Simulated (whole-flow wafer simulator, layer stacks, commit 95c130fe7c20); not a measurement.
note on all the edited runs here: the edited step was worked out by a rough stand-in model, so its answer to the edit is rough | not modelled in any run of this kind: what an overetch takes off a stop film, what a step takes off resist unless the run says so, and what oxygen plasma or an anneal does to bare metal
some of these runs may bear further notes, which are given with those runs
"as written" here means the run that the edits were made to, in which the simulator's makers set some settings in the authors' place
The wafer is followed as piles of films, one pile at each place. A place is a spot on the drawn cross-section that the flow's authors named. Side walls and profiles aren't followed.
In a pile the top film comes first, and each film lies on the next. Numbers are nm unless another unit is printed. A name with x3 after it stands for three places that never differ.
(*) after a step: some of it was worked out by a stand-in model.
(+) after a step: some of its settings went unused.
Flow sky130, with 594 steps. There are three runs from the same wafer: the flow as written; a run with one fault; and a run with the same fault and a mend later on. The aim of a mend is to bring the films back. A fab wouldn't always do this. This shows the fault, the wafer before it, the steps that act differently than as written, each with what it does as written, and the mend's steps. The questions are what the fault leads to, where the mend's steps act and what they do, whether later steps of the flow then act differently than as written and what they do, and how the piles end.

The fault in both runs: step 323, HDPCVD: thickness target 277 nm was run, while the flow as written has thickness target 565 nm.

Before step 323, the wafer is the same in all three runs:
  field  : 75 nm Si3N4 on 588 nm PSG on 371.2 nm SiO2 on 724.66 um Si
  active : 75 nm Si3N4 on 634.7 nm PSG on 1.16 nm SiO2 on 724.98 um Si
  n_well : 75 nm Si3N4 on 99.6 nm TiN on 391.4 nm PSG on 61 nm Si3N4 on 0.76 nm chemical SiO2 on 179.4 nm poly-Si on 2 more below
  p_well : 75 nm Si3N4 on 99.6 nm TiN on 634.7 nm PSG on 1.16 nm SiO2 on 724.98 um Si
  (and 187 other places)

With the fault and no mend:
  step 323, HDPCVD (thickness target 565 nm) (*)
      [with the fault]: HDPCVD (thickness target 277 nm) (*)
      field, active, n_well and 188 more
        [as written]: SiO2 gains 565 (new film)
        [with the fault]: SiO2 gains 277 (new film)
  Steps later in the flow that act otherwise than as written (29 more steps, not shown, differ only slightly: by at most 2% or 0.5 nm, whichever is larger):
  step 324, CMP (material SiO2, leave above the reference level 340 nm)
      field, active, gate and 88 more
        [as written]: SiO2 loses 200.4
        [with the fault]: nothing
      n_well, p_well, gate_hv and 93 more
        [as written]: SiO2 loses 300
        [with the fault]: SiO2 loses 12
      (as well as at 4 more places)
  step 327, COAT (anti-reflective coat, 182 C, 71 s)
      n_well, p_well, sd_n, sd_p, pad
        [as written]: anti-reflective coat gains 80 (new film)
        [with the fault]: anti-reflective coat gains 3 (new film)
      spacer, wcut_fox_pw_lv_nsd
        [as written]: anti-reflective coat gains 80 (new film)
        [with the fault]: anti-reflective coat gains 88.9 (new film)
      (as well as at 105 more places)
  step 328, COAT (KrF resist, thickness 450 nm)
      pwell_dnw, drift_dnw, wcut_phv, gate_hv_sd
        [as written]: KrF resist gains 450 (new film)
        [with the fault]: KrF resist gains 430.6 (new film)
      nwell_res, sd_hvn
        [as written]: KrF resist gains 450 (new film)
        [with the fault]: KrF resist gains 432.9 (new film)
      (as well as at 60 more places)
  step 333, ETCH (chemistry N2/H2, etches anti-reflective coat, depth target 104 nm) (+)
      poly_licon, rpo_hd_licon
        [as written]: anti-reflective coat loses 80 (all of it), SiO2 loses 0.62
        [with the fault]: anti-reflective coat loses 7.92 (all of it), SiO2 loses 2.46
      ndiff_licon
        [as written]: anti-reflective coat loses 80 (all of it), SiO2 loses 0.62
        [with the fault]: anti-reflective coat loses 50.4 (all of it), SiO2 loses 1.37
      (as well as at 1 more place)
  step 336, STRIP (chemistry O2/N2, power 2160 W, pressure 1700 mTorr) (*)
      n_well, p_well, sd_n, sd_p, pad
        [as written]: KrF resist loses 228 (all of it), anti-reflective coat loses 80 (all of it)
        [with the fault]: KrF resist loses 222.4 (all of it), anti-reflective coat loses 3 (all of it)
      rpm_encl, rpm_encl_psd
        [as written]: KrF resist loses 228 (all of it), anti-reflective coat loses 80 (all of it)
        [with the fault]: KrF resist loses 216.1 (all of it), anti-reflective coat loses 99.3 (all of it)
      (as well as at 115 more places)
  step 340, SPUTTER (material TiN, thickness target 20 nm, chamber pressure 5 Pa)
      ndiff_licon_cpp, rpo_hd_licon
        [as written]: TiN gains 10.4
        [with the fault]: TiN gains 11.9
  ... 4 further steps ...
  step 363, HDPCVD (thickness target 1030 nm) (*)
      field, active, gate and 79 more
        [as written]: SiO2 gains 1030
        [with the fault]: SiO2 gains 1030 (new film)
  By the end, the piles at field, active, gate and 90 more depart from the flow's by more than 2% or 0.5 nm, whichever is larger.
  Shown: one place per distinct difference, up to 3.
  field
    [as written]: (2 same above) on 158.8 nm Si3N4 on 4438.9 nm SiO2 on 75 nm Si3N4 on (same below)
    [with the fault]: (2 same above) on 158.8 nm Si3N4 on 4085.6 nm SiO2 on 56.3 nm W on 20 nm TiN on 277 nm SiO2 on 75 nm Si3N4 on (same below)
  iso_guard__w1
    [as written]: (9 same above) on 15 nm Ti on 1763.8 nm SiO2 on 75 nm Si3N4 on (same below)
    [with the fault]: (9 same above) on 15 nm Ti on 1410.5 nm SiO2 on 56.3 nm W on 20 nm TiN on 277 nm SiO2 on 75 nm Si3N4 on (same below)
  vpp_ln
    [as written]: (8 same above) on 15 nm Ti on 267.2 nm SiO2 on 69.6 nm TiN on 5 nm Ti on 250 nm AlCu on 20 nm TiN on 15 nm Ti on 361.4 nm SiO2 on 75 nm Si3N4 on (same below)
    [with the fault]: (8 same above) on 15 nm Ti on 267.8 nm SiO2 on 69.6 nm TiN on 5 nm Ti on 250 nm AlCu on 20 nm TiN on 15 nm Ti on 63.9 nm W on 20 nm TiN on 277 nm SiO2 on 75 nm Si3N4 on (same below)

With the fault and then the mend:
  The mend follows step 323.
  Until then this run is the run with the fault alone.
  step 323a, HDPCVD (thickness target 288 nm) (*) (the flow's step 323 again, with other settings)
      field, active, n_well and 188 more
        SiO2 gains 288
  Every later step of the flow that is run acts as written at every place that is followed.
  The piles end the same as the flow's at every place that both follow.
